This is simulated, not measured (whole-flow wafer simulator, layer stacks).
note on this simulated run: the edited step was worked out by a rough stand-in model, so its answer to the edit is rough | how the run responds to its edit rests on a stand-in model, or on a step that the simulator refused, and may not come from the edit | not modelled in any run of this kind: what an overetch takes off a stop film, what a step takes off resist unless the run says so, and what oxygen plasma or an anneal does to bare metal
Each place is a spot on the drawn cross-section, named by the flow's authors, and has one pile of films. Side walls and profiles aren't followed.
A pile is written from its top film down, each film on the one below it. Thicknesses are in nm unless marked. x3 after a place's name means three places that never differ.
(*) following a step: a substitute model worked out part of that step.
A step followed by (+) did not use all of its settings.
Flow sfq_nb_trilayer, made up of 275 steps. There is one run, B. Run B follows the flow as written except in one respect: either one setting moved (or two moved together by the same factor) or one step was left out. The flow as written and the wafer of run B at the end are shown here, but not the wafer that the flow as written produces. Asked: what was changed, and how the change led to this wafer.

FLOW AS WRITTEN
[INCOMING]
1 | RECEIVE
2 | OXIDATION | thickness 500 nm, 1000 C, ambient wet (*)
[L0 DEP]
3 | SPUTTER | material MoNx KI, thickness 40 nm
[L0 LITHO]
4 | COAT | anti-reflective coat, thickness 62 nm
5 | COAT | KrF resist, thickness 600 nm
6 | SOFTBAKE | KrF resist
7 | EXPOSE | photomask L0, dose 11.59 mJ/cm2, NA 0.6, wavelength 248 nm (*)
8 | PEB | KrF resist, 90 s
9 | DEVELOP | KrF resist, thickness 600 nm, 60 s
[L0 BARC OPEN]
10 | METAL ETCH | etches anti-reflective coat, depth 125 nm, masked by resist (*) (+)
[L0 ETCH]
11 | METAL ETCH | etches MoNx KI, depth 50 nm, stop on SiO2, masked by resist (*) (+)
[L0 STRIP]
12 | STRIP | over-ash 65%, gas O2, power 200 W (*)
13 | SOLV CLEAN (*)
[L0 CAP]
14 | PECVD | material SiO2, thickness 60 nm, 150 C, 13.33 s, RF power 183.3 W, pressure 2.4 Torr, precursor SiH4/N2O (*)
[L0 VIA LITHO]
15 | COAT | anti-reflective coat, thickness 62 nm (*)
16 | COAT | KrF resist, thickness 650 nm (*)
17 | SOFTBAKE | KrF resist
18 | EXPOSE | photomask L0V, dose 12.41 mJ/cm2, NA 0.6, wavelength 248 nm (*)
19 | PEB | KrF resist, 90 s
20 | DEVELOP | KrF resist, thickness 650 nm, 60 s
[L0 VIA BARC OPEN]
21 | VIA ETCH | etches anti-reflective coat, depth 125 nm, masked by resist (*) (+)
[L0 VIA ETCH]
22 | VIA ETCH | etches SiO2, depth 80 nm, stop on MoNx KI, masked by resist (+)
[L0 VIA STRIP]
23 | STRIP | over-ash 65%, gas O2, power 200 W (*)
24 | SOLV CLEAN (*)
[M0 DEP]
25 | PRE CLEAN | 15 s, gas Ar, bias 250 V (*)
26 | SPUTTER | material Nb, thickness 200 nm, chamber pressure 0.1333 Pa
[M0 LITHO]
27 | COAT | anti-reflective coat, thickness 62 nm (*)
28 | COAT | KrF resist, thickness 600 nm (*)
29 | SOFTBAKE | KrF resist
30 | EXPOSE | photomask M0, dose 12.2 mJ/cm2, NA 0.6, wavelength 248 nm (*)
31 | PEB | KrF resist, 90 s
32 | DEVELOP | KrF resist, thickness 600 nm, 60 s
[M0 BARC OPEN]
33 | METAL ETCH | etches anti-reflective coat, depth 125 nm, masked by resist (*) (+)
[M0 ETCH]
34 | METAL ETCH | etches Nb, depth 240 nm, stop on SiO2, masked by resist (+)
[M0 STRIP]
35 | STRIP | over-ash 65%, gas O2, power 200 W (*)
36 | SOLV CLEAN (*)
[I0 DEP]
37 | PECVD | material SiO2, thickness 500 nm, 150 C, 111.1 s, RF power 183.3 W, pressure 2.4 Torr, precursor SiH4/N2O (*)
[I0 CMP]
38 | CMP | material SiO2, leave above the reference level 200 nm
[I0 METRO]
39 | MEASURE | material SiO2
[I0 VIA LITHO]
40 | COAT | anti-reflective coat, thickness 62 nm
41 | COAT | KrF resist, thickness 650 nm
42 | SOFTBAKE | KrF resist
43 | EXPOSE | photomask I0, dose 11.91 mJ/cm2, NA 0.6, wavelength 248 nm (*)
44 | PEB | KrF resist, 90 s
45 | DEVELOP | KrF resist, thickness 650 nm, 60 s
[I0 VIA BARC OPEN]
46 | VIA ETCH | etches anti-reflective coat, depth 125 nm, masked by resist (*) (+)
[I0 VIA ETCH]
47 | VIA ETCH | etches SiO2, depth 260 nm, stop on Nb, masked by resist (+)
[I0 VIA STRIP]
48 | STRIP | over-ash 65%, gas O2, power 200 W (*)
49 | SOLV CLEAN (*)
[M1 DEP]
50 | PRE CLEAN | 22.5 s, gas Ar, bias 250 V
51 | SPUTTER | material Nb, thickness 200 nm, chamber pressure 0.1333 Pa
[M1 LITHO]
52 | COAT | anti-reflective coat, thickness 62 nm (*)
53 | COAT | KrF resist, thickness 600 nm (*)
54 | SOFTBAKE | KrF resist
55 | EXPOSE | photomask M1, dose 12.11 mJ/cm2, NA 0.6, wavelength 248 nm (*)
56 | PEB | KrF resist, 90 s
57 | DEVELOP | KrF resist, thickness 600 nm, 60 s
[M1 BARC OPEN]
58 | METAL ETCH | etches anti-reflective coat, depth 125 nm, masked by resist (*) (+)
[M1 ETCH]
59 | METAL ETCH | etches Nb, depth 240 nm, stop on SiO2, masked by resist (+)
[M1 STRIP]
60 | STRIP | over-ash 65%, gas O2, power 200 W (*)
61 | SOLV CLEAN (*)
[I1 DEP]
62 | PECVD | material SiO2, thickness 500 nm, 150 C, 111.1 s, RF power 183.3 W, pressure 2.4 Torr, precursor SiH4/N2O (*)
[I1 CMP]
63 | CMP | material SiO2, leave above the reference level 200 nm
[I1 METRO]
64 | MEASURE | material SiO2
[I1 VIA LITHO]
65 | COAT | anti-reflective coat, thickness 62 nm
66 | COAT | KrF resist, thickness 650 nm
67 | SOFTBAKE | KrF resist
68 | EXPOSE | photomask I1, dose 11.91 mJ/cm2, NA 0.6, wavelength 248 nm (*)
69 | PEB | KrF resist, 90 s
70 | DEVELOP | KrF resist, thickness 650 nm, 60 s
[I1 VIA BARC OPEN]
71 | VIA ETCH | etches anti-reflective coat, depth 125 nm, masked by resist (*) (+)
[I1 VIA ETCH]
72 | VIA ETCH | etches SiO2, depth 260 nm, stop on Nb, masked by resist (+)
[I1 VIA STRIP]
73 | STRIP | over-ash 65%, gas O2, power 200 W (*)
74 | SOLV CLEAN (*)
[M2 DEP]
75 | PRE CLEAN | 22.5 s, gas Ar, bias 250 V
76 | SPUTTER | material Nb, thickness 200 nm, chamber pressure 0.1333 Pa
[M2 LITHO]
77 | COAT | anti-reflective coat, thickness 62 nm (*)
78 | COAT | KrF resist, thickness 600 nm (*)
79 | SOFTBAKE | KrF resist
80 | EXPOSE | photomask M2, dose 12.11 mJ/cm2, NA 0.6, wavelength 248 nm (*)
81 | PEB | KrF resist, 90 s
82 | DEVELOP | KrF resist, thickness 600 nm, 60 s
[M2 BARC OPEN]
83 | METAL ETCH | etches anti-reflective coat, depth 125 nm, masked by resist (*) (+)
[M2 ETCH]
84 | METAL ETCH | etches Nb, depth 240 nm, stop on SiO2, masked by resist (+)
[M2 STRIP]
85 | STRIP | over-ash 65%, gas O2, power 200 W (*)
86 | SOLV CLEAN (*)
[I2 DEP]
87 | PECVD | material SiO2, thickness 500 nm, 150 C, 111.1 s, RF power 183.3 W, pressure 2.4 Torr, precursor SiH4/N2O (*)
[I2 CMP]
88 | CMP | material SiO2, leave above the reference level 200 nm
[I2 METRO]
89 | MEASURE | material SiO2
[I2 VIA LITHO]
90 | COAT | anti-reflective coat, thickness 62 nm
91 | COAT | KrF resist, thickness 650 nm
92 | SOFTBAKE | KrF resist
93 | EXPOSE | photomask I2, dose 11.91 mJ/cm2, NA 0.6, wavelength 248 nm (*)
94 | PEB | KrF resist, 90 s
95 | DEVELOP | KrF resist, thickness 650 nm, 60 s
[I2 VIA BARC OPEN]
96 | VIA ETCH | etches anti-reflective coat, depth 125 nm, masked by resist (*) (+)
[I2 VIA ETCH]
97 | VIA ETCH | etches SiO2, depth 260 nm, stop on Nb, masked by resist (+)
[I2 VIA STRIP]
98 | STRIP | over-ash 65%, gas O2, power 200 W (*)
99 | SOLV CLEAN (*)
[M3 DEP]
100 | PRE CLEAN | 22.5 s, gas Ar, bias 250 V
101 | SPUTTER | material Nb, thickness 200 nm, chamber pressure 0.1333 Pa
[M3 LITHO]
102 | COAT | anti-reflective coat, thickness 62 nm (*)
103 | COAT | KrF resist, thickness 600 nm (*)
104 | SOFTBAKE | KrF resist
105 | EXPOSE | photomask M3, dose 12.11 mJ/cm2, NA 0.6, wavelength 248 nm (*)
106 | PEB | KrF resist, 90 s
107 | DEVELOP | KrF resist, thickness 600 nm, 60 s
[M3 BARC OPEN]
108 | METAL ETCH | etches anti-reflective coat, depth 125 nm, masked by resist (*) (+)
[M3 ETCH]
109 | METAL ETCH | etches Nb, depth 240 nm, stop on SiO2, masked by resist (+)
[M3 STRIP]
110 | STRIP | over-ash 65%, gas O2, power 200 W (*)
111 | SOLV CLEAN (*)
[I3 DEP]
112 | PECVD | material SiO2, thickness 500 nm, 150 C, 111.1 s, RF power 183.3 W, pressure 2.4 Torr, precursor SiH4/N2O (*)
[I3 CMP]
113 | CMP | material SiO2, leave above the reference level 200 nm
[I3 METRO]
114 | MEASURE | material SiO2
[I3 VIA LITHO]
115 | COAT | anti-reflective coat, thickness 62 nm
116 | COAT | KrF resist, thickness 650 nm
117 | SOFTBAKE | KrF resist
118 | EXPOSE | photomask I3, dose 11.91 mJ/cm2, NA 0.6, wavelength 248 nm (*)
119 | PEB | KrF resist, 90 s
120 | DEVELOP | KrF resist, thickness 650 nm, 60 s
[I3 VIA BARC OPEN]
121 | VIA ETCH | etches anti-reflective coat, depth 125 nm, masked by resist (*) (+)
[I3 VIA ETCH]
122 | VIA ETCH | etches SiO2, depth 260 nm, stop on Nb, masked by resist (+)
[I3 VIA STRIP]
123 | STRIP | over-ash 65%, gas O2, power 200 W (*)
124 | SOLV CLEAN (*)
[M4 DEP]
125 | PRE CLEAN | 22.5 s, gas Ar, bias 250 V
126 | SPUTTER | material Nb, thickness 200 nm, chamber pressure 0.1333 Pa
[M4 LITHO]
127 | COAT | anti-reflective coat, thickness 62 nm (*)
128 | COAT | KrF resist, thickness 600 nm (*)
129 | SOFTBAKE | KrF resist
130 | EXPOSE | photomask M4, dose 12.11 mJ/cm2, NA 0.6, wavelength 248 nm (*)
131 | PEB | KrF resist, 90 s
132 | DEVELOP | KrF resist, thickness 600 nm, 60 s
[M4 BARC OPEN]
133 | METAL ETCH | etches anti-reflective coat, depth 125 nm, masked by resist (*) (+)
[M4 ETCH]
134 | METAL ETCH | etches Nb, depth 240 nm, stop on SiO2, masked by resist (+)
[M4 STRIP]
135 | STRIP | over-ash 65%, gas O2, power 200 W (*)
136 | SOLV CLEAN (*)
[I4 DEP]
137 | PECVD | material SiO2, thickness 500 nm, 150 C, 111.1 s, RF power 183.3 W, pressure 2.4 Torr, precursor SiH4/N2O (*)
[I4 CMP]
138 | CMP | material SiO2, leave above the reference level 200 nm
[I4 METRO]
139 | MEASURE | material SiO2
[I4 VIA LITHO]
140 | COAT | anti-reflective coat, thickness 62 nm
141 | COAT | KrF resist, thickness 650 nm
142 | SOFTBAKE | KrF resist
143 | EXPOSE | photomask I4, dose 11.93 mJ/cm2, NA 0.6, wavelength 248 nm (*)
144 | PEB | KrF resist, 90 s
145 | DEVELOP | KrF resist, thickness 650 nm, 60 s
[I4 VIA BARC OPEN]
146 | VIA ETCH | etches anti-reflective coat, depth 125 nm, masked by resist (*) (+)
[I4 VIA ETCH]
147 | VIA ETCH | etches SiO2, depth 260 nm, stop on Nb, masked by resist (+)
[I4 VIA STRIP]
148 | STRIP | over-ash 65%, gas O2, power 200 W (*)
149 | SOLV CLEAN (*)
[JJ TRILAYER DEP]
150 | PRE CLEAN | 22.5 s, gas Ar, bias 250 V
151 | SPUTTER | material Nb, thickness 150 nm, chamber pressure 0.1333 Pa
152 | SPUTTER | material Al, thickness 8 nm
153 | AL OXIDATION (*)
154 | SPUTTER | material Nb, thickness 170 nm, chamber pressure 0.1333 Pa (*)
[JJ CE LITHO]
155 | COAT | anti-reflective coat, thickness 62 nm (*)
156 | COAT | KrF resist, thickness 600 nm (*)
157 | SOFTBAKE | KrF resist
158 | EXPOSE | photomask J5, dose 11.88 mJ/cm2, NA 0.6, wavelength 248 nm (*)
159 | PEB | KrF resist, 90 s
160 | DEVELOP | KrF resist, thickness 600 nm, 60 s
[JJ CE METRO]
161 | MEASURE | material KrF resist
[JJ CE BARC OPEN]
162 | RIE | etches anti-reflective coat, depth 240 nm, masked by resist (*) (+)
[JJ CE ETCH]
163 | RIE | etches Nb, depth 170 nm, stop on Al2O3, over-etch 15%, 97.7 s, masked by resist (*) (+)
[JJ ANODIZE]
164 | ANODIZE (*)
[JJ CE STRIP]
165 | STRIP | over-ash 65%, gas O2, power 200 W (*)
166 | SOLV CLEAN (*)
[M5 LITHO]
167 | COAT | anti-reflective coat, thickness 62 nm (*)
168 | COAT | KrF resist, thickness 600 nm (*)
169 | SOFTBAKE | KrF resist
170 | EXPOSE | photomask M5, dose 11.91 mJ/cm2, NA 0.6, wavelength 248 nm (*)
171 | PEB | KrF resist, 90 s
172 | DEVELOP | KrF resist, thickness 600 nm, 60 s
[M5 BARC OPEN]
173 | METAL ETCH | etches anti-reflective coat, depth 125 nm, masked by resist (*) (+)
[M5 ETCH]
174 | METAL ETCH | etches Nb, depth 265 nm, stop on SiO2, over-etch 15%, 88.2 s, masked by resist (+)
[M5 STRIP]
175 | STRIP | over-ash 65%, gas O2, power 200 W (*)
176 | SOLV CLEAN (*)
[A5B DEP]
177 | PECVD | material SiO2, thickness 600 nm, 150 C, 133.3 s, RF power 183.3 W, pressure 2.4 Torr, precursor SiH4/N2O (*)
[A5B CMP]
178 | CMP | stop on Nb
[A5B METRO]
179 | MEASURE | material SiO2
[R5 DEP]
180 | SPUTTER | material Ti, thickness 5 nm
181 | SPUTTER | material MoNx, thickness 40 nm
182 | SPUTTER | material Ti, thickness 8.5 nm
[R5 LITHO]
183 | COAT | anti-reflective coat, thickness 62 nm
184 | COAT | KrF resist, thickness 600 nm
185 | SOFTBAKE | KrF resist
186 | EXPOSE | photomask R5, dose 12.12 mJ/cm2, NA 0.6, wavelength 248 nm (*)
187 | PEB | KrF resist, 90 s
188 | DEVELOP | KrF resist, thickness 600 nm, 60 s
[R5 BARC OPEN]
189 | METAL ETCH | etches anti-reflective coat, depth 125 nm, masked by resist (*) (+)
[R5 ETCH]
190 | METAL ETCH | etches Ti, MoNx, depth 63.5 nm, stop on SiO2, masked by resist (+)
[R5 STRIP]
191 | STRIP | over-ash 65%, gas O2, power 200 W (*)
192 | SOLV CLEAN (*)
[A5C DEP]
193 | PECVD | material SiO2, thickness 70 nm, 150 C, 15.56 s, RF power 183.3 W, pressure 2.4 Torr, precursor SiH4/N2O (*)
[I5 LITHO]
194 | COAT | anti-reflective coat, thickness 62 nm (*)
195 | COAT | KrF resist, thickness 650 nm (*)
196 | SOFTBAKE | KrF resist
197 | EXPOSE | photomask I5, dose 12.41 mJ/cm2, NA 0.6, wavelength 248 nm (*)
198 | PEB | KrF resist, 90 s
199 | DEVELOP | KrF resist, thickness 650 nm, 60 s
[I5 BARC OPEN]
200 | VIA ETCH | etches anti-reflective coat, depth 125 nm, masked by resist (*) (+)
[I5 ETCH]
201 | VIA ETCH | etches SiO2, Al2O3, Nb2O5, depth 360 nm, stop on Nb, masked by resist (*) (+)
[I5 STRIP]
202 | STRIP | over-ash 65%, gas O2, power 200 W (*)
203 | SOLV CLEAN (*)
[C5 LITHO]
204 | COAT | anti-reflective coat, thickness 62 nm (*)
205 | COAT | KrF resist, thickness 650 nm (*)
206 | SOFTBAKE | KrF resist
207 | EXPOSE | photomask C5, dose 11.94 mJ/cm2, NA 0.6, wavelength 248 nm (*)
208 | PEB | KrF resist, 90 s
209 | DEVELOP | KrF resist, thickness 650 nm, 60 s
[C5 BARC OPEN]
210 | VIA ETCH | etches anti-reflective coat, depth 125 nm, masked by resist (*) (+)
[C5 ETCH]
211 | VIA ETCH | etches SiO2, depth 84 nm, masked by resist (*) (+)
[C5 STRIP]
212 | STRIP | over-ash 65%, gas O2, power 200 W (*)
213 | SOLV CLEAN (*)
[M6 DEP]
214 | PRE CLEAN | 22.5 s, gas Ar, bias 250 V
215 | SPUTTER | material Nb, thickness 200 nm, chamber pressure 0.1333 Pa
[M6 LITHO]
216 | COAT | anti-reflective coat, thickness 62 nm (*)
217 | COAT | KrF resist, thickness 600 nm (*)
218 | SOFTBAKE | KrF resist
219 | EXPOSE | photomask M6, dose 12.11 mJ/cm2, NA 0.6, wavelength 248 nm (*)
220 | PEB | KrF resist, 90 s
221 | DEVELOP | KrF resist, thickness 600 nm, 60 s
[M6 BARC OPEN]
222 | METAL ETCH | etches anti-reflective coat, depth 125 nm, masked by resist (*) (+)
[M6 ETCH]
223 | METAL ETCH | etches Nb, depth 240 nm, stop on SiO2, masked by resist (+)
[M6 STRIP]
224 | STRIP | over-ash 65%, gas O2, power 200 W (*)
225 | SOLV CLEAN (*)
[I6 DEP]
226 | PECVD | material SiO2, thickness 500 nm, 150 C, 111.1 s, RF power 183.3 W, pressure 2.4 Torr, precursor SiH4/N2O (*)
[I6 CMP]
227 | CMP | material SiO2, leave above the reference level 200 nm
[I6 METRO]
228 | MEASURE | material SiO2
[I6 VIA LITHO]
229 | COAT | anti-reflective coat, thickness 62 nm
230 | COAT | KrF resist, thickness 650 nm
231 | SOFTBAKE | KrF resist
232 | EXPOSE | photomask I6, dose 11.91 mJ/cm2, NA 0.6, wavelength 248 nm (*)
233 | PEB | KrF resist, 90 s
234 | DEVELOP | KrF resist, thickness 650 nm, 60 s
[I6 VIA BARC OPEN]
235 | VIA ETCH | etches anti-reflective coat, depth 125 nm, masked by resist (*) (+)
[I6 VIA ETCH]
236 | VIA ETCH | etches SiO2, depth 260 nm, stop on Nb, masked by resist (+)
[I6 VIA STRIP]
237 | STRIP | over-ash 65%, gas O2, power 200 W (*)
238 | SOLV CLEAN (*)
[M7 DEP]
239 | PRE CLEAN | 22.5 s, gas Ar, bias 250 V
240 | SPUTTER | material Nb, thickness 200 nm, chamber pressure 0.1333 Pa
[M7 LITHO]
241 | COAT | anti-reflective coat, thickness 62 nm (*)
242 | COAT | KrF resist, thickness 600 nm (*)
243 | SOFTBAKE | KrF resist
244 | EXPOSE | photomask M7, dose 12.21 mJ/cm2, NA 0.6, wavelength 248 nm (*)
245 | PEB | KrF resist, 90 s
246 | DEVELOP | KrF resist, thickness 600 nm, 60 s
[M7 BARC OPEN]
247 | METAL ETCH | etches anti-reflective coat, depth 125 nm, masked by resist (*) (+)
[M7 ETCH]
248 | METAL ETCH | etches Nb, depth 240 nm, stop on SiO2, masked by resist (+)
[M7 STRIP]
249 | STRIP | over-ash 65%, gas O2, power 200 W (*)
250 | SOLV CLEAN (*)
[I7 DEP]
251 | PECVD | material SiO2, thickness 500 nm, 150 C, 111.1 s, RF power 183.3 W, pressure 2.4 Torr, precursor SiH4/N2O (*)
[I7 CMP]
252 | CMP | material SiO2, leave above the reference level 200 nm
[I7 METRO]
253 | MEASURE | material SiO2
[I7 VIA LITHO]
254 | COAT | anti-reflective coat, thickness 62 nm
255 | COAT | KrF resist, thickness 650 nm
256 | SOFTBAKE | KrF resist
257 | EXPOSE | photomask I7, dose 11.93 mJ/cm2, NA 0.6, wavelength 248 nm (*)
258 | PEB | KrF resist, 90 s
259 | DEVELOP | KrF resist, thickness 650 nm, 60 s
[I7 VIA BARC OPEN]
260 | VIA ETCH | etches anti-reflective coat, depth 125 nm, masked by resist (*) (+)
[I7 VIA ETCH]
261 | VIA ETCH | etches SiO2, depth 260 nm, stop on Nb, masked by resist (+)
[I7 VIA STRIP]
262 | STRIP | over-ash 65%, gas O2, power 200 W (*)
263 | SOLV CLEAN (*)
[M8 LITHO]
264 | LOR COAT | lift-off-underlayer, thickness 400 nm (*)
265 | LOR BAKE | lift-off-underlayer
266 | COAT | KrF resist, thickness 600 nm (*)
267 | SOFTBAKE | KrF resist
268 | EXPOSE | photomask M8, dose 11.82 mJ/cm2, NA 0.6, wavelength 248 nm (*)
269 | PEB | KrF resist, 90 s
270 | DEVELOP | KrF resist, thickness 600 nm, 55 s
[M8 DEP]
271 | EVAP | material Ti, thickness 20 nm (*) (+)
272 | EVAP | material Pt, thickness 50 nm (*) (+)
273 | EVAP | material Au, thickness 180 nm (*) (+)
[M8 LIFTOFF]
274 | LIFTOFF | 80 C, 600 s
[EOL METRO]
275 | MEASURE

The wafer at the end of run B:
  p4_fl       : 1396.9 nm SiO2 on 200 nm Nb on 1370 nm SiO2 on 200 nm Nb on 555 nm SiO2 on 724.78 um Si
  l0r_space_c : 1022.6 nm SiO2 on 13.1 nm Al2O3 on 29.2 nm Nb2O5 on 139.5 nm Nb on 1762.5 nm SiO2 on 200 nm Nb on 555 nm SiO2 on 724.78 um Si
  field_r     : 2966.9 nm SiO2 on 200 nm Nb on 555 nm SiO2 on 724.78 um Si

Cause: step 154, SPUTTER: thickness 191 nm was run, though the flow has thickness 170 nm.

The path from the change to this, step by step:
  154 | SPUTTER | material Nb, thickness 170 nm, chamber pressure 0.1333 Pa (*)
      field_l, v_sur, via_sp and 100 more: +191 Nb (new film) (as written it would have been: +170 Nb (new film))
      via_wl, via_wr: +158.2 Nb (new film) (as written it would have been: +140.7 Nb (new film))
      (as well as at 1 more place)
  155 | COAT | anti-reflective coat, thickness 62 nm (*)
      via_wl, via_wr: +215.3 anti-reflective coat (new film) (as written it would have been: +209.4 anti-reflective coat (new film))
  162 | RIE | etches anti-reflective coat, depth 240 nm, masked by resist (*) (+)
      ce_l, c5j, ce_r, wl_jj: -215.3 KrF resist (as written it would have been: -209.4 KrF resist)
      via_wl, via_wr: -215.3 anti-reflective coat (all of it) (as written it would have been: -209.4 anti-reflective coat (all of it))
  163 | RIE | etches Nb, depth 170 nm, stop on Al2O3, over-etch 15%, 97.7 s, masked by resist (*) (+)
      field_l, v_sur, via_sp and 96 more: -191 Nb (all of it), -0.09 Al2O3 (as written it would have been: -170 Nb (all of it), -0.51 Al2O3)
      via_wl, via_wr: -158.2 Nb (all of it), -0.96 Al2O3 (all of it) (as written it would have been: -140.7 Nb (all of it), -0.96 Al2O3 (all of it))
      (as well as at 1 more place)
  164 | ANODIZE (*)
      field_l, v_sur, via_sp and 96 more: +12.2 Al2O3, +29.2 Nb2O5 (new film), -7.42 Al (all of it), -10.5 Nb (as written it would have been: +12.2 Al2O3, +29.9 Nb2O5 (new film), -7.42 Al (all of it), -10.8 Nb)
  165 | STRIP | over-ash 65%, gas O2, power 200 W (*)
      c5j, ce_r: -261 KrF resist (all of it), -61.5 anti-reflective coat (all of it) (as written it would have been: -266.9 KrF resist (all of it), -61.5 anti-reflective coat (all of it))
      ce_l: -260.9 KrF resist (all of it), -61.4 anti-reflective coat (all of it) (as written it would have been: -266.8 KrF resist (all of it), -61.4 anti-reflective coat (all of it))
      (as well as at 1 more place)
  167 | COAT | anti-reflective coat, thickness 62 nm (*)
      wl_j_sl, wl_j_sr: +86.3 anti-reflective coat (new film) (as written it would have been: +83.3 anti-reflective coat (new film))
      jj_sur: +85.1 anti-reflective coat (new film) (as written it would have been: +82.6 anti-reflective coat (new film))
      (as well as at 5 more places)
  168 | COAT | KrF resist, thickness 600 nm (*)
      ce_l: +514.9 KrF resist (new film) (as written it would have been: +528.3 KrF resist (new film))
      c5j: +495.4 KrF resist (new film) (as written it would have been: +507.6 KrF resist (new film))
      (as well as at 2 more places)
  174 | METAL ETCH | etches Nb, depth 265 nm, stop on SiO2, over-etch 15%, 88.2 s, masked by resist (+)
      field_l, r_sur, res and 50 more: -13 Al2O3 (all of it), -29.2 Nb2O5 (all of it), -139.5 Nb (all of it), -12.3 SiO2 (as written it would have been: -12.6 Al2O3 (all of it), -29.9 Nb2O5 (all of it), -139.2 Nb (all of it), -12.3 SiO2)
  175 | STRIP | over-ash 65%, gas O2, power 200 W (*)
      wl_j_sl, wl_j_sr: -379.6 KrF resist (all of it), -86.3 anti-reflective coat (all of it) (as written it would have been: -378 KrF resist (all of it), -83.3 anti-reflective coat (all of it))
      jj_sur: -376.2 KrF resist (all of it), -85.1 anti-reflective coat (all of it) (as written it would have been: -374.7 KrF resist (all of it), -82.6 anti-reflective coat (all of it))
      (as well as at 5 more places)
  178 | CMP | stop on Nb
      v_sur, via_sp, via_v and 43 more: -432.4 SiO2 (as written it would have been: -453.5 SiO2)
      field_l, p4_fl, p4_fm and 39 more: -238.3 SiO2 (as written it would have been: -259.3 SiO2)
      (as well as at 14 more places)
  201 | VIA ETCH | etches SiO2, Al2O3, Nb2O5, depth 360 nm, stop on Nb, masked by resist (*) (+)
      be: -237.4 SiO2 (all of it), -13.1 Al2O3 (all of it), -29.2 Nb2O5 (all of it) (as written it would have been: -216.4 SiO2 (all of it), -12.7 Al2O3 (all of it), -29.9 Nb2O5 (all of it))
  204 | COAT | anti-reflective coat, thickness 62 nm (*)
      be: +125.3 anti-reflective coat (new film) (as written it would have been: +122.2 anti-reflective coat (new film))
  212 | STRIP | over-ash 65%, gas O2, power 200 W (*)
      be: -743 KrF resist (all of it), -125.3 anti-reflective coat (all of it) (as written it would have been: -728.2 KrF resist (all of it), -122.2 anti-reflective coat (all of it))
  215 | SPUTTER | material Nb, thickness 200 nm, chamber pressure 0.1333 Pa
      be: +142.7 Nb (as written it would have been: +147.3 Nb)
  216 | COAT | anti-reflective coat, thickness 62 nm (*)
      be: +140.7 anti-reflective coat (new film) (as written it would have been: +136.7 anti-reflective coat (new film))
  ... 2 further steps ...
  226 | PECVD | material SiO2, thickness 500 nm, 150 C, 111.1 s, RF power 183.3 W, pressure 2.4 Torr, precursor SiH4/N2O (*)
      be: +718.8 SiO2 (new film) (as written it would have been: +693.5 SiO2 (new film))
